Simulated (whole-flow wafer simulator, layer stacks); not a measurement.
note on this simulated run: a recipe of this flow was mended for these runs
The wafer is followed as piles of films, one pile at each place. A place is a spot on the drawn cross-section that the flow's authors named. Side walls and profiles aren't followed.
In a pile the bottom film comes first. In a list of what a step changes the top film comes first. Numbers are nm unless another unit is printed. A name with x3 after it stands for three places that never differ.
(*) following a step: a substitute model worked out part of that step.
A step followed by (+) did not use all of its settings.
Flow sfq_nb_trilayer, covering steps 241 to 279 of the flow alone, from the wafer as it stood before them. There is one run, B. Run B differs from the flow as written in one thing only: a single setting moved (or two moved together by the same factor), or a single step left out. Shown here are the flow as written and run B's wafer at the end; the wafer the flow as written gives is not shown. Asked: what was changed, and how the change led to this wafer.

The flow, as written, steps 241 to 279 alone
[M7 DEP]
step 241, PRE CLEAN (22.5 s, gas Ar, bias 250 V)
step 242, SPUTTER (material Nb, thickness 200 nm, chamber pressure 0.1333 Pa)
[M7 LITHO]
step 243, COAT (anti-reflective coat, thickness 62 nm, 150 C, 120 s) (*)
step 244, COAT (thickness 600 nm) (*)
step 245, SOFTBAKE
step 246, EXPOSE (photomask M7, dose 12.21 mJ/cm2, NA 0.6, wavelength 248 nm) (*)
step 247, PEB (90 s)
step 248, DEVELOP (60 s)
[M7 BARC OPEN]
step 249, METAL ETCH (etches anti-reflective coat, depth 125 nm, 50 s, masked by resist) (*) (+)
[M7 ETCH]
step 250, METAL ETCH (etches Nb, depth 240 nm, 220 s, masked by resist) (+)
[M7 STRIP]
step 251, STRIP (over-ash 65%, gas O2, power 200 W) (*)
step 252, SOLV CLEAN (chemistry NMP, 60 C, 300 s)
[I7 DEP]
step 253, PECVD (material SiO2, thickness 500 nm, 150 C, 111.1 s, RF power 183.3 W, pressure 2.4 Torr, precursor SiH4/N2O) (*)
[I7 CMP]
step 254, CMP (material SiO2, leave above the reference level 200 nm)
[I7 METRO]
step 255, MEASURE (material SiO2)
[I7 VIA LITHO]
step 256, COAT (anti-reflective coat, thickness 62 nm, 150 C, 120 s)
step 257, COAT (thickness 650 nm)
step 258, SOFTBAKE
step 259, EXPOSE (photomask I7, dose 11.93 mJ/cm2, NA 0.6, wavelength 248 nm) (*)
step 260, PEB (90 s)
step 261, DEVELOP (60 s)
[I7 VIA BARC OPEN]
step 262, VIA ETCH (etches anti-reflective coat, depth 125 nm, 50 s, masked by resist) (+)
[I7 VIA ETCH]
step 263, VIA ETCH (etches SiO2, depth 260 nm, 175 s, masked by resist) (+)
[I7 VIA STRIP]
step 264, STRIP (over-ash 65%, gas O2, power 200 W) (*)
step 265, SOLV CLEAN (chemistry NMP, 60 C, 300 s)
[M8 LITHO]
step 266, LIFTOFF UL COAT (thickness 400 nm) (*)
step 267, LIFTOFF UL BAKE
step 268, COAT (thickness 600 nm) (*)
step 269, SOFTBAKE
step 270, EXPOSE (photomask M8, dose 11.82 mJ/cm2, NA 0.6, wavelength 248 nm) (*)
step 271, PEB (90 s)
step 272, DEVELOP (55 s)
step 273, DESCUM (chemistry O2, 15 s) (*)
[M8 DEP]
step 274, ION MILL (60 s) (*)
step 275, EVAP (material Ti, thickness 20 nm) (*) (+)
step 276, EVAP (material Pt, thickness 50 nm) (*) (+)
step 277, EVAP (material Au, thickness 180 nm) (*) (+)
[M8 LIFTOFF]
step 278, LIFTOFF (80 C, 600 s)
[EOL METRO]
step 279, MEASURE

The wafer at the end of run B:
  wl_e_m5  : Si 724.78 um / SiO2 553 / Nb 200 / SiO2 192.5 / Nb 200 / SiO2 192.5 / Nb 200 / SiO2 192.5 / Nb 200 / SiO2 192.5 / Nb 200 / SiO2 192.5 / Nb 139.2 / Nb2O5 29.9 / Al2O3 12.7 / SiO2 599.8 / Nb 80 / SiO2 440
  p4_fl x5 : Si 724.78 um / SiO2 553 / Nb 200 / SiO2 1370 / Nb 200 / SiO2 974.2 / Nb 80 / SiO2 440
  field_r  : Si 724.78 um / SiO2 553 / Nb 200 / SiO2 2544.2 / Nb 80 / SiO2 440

The reason: step 242, SPUTTER: thickness 320 nm was run, while the flow as written has thickness 200 nm.

Step by step, how the change led to this:
  step 242, SPUTTER (material Nb, thickness 200 nm, chamber pressure 0.1333 Pa)
      field_l, v_sur, via_wl and 102 more: +320 Nb (new film) (in the flow as written it would be: +200 Nb (new film))
      via_v: +256.4 Nb (in the flow as written it would be: +159.9 Nb)
  step 243, COAT (anti-reflective coat, thickness 62 nm, 150 C, 120 s) (*)
      via_v: +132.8 anti-reflective coat (new film) (in the flow as written it would be: +128 anti-reflective coat (new film))
  step 244, COAT (thickness 600 nm) (*)
      via_v: +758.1 KrF-resist-other-grade (new film) (in the flow as written it would be: +742.2 KrF-resist-other-grade (new film))
  step 250, METAL ETCH (etches Nb, depth 240 nm, 220 s, masked by resist) (+)
      field_l, field_r, lsp_l and 62 more: -240 Nb (in the flow as written it would be: -200 Nb (all of it), -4 SiO2)
  step 251, STRIP (over-ash 65%, gas O2, power 200 W) (*)
      via_v: -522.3 KrF-resist-other-grade (all of it), -132.8 anti-reflective coat (all of it) (in the flow as written it would be: -506.5 KrF-resist-other-grade (all of it), -128 anti-reflective coat (all of it))
  step 253, PECVD (material SiO2, thickness 500 nm, 150 C, 111.1 s, RF power 183.3 W, pressure 2.4 Torr, precursor SiH4/N2O) (*)
      field_l, p4_fl x5, p4_w1 x9 and 44 more: +500 SiO2 (new film) (in the flow as written it would be: +500 SiO2)
      field_r, lsp_l: +473.2 SiO2 (new film) (in the flow as written it would be: +477.2 SiO2)
      (as well as at 4 more places)
  step 254, CMP (material SiO2, leave above the reference level 200 nm)
      field_l, p4_fl x5, p4_w1 x9 and 44 more: -60 SiO2 (in the flow as written it would be: -96 SiO2)
      field_r, lsp_l: -33.2 SiO2 (in the flow as written it would be: -73.2 SiO2)
      (as well as at 3 more places)
With metal films that touch counted as one body, wl_e_m5 has 7 bodies (between them, from the top down: SiO2 599.8 / Al2O3 12.7 / Nb2O5 29.9; SiO2 192.5; SiO2 192.5; SiO2 192.5; SiO2 192.5; SiO2 192.5); the flow as written gives 6 bodies (between them, from the top down: SiO2 192.5; SiO2 192.5; SiO2 192.5; SiO2 192.5; SiO2 192.5).
With metal films that touch counted as one body, p4_fl x5 has 3 bodies (between them, from the top down: SiO2 974.2; SiO2 1370); the flow as written gives 2 bodies (between them, from the top down: SiO2 1370).
With metal films that touch counted as one body, field_r has 2 bodies (between them, from the top down: SiO2 2544.2); the flow as written gives 1 body.
